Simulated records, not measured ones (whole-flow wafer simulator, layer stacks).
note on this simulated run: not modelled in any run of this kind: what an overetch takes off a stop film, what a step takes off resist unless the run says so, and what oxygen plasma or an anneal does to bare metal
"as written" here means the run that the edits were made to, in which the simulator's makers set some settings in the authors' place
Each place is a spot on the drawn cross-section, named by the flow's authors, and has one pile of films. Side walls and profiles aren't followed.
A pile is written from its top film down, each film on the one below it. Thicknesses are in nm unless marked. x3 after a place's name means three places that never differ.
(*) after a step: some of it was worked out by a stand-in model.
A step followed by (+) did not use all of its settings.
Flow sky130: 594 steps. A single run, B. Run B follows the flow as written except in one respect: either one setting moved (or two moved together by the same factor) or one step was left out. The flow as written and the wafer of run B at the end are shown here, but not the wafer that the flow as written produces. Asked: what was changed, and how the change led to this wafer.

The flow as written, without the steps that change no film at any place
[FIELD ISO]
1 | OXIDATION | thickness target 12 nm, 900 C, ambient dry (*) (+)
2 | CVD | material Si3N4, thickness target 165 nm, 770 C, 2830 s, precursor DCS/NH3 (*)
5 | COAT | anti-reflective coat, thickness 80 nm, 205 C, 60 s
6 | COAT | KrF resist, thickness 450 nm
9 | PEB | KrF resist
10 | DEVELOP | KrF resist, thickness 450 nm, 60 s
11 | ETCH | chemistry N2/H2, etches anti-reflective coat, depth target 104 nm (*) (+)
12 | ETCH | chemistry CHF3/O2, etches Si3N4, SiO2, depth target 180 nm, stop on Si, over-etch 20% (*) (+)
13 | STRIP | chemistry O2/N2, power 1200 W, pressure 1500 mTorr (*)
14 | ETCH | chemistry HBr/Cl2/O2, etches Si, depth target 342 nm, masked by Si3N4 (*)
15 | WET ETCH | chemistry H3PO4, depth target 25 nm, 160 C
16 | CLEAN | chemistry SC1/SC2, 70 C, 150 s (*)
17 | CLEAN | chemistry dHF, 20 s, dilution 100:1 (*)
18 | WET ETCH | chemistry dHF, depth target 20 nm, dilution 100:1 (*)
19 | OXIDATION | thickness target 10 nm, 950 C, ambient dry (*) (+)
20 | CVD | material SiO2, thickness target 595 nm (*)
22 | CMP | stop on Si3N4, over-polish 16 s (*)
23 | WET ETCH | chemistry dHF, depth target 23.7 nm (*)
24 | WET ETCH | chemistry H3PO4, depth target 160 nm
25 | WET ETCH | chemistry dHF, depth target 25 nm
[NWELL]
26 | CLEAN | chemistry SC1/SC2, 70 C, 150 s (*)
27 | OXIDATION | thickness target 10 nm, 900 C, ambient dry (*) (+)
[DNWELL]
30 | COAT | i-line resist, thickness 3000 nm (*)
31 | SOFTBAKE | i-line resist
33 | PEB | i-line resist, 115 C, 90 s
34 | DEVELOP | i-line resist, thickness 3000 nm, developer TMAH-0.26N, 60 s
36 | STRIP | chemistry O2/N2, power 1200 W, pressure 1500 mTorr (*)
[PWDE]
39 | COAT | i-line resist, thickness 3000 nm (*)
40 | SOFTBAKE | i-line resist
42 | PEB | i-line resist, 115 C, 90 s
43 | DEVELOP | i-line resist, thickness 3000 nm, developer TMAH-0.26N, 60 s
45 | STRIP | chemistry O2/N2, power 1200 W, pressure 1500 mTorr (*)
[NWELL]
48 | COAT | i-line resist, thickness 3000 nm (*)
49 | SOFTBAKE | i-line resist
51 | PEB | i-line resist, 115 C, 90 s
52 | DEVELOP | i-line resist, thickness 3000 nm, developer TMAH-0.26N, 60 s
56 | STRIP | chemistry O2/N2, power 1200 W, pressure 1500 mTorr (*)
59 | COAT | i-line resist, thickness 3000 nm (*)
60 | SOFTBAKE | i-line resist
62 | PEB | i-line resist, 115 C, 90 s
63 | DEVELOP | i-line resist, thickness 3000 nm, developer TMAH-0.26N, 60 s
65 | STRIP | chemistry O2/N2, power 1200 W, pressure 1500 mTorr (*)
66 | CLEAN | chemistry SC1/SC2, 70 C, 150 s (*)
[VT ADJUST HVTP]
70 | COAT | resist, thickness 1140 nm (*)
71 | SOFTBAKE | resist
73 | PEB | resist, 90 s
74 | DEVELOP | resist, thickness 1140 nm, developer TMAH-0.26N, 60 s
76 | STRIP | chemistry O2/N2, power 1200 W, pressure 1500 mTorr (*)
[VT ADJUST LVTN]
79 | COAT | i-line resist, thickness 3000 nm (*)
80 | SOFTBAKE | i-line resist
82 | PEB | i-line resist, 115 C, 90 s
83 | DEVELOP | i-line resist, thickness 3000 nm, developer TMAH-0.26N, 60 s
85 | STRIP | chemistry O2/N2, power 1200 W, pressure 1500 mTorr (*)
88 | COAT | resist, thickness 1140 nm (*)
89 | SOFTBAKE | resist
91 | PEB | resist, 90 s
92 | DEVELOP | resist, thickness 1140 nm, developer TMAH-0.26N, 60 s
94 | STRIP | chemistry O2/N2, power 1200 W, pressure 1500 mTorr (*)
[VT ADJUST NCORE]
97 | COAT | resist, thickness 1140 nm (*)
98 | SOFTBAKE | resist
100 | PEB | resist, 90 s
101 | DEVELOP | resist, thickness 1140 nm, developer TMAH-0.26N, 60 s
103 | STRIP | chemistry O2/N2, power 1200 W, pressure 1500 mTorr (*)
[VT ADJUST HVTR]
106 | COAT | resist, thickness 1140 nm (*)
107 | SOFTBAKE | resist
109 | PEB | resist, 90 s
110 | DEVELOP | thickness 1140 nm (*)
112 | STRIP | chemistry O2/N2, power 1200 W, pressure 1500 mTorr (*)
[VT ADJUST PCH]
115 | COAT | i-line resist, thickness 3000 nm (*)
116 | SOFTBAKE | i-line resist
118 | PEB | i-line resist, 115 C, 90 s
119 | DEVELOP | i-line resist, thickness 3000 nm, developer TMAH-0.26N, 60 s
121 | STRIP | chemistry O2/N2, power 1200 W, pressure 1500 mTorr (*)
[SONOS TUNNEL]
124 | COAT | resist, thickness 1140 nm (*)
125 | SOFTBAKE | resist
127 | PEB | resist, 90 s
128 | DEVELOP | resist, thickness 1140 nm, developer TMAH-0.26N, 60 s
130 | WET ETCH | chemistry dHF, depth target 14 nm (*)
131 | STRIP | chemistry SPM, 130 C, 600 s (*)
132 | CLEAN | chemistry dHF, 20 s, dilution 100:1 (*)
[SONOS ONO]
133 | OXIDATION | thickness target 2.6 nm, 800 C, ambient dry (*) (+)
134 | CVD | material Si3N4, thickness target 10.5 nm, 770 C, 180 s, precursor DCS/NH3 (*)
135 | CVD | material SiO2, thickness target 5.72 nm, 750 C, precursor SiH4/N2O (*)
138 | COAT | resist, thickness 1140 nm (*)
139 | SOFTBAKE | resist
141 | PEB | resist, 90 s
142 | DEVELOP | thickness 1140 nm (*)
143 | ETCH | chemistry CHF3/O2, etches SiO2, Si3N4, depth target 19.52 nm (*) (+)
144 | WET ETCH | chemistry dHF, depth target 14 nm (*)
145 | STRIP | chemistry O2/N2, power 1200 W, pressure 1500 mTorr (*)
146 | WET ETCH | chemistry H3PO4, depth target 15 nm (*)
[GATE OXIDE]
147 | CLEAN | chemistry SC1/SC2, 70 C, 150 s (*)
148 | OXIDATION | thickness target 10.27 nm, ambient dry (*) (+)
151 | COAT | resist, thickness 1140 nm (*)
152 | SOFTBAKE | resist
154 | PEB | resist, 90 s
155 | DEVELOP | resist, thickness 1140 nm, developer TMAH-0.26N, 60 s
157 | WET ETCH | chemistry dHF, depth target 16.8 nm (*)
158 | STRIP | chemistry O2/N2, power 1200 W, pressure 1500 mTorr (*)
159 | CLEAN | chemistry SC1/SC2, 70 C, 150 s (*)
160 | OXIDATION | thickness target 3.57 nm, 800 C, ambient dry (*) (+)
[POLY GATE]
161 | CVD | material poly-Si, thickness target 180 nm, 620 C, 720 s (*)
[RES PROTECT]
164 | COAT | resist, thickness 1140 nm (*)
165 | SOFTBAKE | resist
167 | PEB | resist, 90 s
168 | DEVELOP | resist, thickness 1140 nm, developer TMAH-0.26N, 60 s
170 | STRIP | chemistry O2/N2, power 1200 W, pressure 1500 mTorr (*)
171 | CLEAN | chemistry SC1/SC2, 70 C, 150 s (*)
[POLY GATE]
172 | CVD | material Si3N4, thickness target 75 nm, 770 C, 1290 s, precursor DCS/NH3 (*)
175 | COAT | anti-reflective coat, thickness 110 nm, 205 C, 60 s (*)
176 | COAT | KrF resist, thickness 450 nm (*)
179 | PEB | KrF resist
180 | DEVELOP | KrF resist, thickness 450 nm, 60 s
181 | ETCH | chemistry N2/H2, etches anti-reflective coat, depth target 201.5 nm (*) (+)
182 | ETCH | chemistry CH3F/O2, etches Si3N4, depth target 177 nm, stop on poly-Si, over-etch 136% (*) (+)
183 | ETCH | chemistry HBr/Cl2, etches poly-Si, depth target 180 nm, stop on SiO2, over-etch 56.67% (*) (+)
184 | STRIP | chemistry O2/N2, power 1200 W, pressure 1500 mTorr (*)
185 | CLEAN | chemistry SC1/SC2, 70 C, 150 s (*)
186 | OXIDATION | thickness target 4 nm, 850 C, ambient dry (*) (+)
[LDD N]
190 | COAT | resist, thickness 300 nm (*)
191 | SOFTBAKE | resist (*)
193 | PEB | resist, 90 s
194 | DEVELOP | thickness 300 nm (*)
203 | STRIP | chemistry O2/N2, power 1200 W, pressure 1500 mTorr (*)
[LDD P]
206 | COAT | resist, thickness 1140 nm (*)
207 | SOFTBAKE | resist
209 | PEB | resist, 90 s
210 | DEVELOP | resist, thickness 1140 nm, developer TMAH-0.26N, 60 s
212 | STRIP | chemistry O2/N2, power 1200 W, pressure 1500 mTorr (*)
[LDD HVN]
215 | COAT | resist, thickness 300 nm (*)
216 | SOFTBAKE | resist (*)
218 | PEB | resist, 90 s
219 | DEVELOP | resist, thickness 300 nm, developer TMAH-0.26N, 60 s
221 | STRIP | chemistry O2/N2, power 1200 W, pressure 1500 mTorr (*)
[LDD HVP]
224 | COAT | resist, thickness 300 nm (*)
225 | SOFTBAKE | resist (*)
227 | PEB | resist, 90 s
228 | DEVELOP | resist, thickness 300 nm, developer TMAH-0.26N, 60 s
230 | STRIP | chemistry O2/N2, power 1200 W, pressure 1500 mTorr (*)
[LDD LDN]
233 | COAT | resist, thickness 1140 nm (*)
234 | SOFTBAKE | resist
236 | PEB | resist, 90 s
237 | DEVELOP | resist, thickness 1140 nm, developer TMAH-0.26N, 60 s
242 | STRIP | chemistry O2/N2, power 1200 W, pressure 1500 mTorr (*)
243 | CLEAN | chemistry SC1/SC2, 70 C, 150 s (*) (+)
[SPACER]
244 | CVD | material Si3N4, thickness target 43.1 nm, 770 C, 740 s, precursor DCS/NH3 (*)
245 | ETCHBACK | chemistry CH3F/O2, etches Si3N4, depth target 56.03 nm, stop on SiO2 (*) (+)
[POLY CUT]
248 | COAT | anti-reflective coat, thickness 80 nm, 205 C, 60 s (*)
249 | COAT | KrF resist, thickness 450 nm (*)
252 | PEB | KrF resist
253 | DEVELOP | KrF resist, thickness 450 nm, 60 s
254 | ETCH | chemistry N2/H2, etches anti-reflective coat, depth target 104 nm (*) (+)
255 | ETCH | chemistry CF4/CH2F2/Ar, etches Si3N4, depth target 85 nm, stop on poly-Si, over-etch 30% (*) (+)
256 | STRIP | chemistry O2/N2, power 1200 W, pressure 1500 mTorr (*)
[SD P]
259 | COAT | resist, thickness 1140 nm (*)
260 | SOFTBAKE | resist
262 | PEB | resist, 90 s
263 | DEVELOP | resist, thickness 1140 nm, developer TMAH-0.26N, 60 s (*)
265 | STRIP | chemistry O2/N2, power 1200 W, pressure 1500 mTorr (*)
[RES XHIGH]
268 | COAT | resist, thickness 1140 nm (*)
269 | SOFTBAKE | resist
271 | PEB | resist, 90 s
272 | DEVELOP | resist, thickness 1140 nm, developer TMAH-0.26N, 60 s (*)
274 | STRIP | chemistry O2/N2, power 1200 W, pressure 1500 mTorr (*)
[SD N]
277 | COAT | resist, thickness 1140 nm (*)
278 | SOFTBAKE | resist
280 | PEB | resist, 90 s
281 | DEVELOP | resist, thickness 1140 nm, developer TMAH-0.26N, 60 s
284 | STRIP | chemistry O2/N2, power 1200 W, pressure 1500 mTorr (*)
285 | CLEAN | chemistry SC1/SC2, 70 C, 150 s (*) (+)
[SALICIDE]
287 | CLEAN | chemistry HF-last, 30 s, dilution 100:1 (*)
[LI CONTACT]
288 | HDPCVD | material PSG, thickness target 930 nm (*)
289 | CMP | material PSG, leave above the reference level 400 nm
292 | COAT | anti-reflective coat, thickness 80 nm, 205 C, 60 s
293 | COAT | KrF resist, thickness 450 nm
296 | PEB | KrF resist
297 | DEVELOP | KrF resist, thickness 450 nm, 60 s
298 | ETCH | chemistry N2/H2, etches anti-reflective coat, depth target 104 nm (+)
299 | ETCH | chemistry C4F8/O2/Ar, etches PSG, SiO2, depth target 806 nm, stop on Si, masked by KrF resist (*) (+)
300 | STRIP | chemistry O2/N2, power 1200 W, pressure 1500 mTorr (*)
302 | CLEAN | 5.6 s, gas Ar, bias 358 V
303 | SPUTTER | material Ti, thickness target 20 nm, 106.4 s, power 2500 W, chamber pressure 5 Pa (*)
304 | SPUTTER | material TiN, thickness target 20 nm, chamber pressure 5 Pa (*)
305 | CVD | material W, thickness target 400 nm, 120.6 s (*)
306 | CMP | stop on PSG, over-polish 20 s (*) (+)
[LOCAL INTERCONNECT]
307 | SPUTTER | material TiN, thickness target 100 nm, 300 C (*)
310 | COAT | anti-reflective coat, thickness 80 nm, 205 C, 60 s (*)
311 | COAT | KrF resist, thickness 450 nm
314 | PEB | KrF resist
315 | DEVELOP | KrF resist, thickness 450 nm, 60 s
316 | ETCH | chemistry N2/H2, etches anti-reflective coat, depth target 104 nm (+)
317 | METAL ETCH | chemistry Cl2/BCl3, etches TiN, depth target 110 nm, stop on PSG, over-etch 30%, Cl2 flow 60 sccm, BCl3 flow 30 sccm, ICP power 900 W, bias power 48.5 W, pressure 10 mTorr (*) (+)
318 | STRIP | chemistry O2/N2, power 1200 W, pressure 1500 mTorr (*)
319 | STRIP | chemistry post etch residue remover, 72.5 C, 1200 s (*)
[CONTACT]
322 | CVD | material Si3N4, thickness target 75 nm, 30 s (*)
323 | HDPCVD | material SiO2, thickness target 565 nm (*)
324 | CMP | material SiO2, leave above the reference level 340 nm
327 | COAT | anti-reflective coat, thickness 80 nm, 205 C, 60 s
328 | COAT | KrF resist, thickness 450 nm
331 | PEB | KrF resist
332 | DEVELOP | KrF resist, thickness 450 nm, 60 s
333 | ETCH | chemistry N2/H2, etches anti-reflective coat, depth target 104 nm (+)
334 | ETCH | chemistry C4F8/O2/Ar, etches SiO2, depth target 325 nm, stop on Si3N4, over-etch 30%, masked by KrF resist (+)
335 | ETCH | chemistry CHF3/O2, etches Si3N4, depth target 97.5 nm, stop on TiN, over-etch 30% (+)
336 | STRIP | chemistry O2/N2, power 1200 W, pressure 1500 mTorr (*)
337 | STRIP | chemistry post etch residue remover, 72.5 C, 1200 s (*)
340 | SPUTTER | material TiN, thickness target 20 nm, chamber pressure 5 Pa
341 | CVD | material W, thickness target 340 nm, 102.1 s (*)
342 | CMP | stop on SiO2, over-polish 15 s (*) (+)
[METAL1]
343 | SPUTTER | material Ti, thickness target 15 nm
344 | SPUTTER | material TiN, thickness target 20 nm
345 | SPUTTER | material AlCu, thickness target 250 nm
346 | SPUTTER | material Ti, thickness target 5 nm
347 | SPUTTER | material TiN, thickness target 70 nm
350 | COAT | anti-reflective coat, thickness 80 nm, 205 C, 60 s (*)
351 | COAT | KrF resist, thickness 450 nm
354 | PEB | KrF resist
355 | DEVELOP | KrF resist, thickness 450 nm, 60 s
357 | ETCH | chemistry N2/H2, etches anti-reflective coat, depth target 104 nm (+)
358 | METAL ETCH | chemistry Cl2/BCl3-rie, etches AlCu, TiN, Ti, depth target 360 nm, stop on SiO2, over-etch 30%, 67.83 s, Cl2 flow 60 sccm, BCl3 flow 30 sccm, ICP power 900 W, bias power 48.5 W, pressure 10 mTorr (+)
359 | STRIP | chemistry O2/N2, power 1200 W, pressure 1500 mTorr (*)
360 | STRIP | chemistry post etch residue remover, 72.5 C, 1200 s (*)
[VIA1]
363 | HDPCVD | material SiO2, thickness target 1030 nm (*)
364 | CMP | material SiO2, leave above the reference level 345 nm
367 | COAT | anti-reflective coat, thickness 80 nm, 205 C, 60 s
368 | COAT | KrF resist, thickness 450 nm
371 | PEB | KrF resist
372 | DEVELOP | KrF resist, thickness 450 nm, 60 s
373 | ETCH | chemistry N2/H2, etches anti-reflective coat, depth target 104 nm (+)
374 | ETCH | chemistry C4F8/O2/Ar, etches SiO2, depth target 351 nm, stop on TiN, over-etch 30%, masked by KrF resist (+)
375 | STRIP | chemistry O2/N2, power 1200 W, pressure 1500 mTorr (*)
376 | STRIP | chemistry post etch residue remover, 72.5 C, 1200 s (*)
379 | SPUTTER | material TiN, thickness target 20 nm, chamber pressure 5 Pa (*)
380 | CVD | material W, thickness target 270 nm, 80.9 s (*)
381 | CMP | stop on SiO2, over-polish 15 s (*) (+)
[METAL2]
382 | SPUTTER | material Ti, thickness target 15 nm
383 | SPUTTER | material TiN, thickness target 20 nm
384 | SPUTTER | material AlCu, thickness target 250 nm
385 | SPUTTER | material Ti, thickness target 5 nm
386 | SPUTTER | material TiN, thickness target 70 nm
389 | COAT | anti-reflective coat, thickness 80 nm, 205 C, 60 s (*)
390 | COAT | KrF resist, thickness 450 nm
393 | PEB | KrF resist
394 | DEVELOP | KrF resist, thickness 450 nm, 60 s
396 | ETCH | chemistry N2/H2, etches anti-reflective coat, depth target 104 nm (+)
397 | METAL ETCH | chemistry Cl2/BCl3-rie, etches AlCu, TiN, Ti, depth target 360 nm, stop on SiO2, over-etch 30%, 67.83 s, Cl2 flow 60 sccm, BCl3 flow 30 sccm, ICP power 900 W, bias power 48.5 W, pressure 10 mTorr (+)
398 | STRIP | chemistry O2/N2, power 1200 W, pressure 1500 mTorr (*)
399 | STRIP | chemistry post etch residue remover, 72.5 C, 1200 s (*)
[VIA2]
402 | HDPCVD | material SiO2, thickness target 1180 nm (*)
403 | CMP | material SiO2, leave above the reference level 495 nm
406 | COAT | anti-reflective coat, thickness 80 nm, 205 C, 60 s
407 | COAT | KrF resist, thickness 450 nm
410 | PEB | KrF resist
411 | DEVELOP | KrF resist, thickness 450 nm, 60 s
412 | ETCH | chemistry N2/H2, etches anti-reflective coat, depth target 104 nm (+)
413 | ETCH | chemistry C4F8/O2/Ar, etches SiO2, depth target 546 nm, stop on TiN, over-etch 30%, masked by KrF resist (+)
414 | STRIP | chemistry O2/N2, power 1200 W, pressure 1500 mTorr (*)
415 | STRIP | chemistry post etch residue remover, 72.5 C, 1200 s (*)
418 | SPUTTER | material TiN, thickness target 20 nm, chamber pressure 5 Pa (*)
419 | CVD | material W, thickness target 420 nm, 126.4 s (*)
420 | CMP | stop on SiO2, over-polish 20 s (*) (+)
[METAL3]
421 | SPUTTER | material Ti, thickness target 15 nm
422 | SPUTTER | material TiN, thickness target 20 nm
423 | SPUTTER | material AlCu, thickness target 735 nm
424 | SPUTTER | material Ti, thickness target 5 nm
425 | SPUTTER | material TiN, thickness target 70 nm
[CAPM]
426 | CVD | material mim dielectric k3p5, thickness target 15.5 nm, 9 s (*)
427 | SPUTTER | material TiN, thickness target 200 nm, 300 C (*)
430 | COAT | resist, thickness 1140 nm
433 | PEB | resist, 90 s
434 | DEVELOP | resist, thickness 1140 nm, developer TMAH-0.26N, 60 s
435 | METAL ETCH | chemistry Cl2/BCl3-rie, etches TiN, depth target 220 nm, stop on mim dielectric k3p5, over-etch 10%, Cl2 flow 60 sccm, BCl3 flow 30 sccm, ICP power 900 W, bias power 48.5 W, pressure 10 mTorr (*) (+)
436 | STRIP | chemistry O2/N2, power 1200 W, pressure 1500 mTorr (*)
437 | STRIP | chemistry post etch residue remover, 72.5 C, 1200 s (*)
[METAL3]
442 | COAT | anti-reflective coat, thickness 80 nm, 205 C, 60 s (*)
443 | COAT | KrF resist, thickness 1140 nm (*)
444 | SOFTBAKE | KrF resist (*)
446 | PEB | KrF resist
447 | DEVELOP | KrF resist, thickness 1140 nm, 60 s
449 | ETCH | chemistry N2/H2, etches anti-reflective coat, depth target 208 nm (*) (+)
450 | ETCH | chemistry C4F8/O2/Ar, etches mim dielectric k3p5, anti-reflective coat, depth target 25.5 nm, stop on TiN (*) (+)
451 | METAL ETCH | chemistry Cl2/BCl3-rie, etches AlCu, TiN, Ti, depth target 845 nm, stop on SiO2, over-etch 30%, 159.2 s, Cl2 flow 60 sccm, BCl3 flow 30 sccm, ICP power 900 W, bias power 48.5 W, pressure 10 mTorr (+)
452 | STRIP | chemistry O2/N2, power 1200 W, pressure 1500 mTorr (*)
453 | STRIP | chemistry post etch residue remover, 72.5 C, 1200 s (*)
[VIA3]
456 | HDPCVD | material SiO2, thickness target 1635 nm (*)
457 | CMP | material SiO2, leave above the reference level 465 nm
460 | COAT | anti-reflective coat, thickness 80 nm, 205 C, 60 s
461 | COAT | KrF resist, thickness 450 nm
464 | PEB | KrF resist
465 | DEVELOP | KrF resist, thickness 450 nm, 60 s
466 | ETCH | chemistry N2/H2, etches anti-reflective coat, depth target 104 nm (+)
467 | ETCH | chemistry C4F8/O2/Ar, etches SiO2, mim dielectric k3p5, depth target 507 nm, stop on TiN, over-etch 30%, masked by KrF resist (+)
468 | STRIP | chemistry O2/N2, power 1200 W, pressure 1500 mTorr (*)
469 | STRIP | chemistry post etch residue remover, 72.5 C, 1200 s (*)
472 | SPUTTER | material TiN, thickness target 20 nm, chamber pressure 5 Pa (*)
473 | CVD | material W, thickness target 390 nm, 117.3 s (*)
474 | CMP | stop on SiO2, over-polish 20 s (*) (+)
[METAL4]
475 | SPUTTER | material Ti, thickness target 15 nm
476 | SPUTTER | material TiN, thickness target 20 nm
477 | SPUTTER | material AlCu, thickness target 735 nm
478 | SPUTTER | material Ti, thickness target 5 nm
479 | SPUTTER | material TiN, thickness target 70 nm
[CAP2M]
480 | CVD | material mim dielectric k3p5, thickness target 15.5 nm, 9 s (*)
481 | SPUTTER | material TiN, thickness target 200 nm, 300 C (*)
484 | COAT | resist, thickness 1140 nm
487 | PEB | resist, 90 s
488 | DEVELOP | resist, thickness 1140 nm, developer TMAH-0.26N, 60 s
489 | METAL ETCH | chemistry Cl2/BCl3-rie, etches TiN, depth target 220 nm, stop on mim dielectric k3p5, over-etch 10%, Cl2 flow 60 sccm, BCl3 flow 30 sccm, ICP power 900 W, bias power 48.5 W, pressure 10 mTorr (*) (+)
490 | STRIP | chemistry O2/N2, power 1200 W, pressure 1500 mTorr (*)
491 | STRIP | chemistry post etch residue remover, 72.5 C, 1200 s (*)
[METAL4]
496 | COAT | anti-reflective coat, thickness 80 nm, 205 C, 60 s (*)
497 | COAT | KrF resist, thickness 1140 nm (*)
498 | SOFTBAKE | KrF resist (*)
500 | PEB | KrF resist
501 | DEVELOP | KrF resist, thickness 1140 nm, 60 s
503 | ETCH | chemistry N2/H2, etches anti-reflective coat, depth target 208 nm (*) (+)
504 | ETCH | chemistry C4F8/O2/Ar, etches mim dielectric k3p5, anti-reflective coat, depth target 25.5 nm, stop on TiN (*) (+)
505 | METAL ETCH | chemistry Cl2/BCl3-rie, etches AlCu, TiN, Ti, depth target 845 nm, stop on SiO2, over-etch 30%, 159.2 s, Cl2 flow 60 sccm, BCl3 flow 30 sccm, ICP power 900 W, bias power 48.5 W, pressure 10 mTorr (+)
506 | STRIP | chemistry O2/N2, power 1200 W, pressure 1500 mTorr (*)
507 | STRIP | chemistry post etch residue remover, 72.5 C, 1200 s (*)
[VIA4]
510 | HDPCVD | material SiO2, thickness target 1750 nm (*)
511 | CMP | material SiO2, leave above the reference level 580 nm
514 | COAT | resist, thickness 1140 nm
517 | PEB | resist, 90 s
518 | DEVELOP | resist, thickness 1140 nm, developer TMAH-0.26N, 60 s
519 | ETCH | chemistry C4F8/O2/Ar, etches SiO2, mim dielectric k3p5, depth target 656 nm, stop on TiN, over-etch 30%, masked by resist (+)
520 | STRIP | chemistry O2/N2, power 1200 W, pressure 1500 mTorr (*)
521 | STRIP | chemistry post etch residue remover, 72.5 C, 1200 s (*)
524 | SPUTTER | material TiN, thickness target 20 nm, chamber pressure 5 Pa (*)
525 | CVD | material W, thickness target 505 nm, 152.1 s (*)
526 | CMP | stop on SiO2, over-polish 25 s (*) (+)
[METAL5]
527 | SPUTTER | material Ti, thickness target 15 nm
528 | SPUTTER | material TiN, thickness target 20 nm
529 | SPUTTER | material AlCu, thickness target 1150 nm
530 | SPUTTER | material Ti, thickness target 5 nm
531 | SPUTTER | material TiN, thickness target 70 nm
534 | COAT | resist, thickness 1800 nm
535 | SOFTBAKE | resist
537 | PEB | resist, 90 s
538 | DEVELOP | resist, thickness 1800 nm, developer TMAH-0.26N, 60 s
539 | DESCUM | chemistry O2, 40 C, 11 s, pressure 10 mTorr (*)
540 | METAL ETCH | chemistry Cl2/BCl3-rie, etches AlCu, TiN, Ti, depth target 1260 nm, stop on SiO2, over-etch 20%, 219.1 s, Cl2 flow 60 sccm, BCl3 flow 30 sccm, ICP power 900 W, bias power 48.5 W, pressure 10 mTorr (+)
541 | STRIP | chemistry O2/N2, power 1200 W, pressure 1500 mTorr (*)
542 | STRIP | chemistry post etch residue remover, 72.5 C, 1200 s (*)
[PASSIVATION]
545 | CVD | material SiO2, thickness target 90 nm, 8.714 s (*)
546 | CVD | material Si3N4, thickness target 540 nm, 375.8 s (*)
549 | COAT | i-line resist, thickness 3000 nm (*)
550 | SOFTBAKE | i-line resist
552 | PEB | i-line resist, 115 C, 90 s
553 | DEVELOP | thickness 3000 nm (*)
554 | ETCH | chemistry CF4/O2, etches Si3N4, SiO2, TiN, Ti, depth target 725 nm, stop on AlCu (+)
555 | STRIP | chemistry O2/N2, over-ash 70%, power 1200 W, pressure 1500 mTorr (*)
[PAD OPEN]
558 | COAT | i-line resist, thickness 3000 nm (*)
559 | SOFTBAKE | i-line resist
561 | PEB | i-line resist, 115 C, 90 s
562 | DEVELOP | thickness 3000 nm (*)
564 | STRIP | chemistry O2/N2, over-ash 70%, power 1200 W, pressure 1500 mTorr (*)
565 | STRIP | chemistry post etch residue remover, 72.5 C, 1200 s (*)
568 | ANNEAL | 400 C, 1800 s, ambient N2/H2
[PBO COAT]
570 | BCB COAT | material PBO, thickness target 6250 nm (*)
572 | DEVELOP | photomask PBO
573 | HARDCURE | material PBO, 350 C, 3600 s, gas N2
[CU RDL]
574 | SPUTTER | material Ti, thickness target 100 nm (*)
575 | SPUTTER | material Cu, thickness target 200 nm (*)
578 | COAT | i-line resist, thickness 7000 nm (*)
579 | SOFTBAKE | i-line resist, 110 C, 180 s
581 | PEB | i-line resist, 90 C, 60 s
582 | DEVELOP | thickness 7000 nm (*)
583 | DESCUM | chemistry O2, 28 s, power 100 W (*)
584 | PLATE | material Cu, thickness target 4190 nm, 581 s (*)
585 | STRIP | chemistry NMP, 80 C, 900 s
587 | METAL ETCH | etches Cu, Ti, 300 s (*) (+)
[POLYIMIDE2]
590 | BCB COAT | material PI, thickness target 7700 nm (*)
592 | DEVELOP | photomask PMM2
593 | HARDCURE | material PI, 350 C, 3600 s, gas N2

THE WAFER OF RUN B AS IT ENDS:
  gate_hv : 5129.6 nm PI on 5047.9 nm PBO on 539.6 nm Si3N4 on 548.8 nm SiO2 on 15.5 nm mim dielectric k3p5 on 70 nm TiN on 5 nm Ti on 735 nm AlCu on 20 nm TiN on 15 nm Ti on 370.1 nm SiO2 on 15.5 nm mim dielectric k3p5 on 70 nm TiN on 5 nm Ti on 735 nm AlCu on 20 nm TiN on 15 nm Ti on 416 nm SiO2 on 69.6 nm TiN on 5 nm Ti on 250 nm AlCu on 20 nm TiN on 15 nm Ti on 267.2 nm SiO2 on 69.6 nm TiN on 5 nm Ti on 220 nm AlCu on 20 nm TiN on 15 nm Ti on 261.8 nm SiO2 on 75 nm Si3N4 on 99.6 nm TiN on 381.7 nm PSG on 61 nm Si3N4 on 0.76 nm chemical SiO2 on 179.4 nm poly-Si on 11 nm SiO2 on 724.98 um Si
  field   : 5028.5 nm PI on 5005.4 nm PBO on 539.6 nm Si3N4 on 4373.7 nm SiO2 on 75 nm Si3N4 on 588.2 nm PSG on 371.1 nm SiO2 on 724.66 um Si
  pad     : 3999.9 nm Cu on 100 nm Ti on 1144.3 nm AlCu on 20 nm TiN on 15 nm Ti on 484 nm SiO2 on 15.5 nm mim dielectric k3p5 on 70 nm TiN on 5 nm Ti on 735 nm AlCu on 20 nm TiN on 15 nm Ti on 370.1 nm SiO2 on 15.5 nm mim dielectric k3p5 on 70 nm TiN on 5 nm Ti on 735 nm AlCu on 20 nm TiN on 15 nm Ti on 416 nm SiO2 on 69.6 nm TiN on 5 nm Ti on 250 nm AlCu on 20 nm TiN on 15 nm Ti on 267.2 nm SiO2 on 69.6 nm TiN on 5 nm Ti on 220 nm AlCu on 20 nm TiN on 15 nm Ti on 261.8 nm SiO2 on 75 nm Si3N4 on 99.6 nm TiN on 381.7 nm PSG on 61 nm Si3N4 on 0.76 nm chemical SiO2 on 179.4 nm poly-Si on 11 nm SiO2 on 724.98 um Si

What caused this: step 345, SPUTTER: thickness target 220 nm was run, while the flow as written has thickness target 250 nm.
The wafer itself shows it: gate_hv has AlCu 220, and step 345 as written asks for 250 nm.

How this came from the change, step by step:
  345 | SPUTTER | material AlCu, thickness target 250 nm
      field, active, n_well and 188 more: AlCu gains 220 (new film) (as written it would have been: AlCu gains 250 (new film))
  358 | METAL ETCH | chemistry Cl2/BCl3-rie, etches AlCu, TiN, Ti, depth target 360 nm, stop on SiO2, over-etch 30%, 67.83 s, Cl2 flow 60 sccm, BCl3 flow 30 sccm, ICP power 900 W, bias power 48.5 W, pressure 10 mTorr (+)
      field, active, gate and 81 more: TiN loses 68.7 (all of it), Ti loses 5 (all of it), AlCu loses 220 (all of it), TiN loses 20 (all of it), Ti loses 15 (all of it), SiO2 loses 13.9 (as written it would have been: TiN loses 68.7 (all of it), Ti loses 5 (all of it), AlCu loses 250 (all of it), TiN loses 20 (all of it), Ti loses 15 (all of it), SiO2 loses 10.9)
  364 | CMP | material SiO2, leave above the reference level 345 nm
      field, active, gate and 81 more: SiO2 loses 416.1 (as written it would have been: SiO2 loses 389.1)
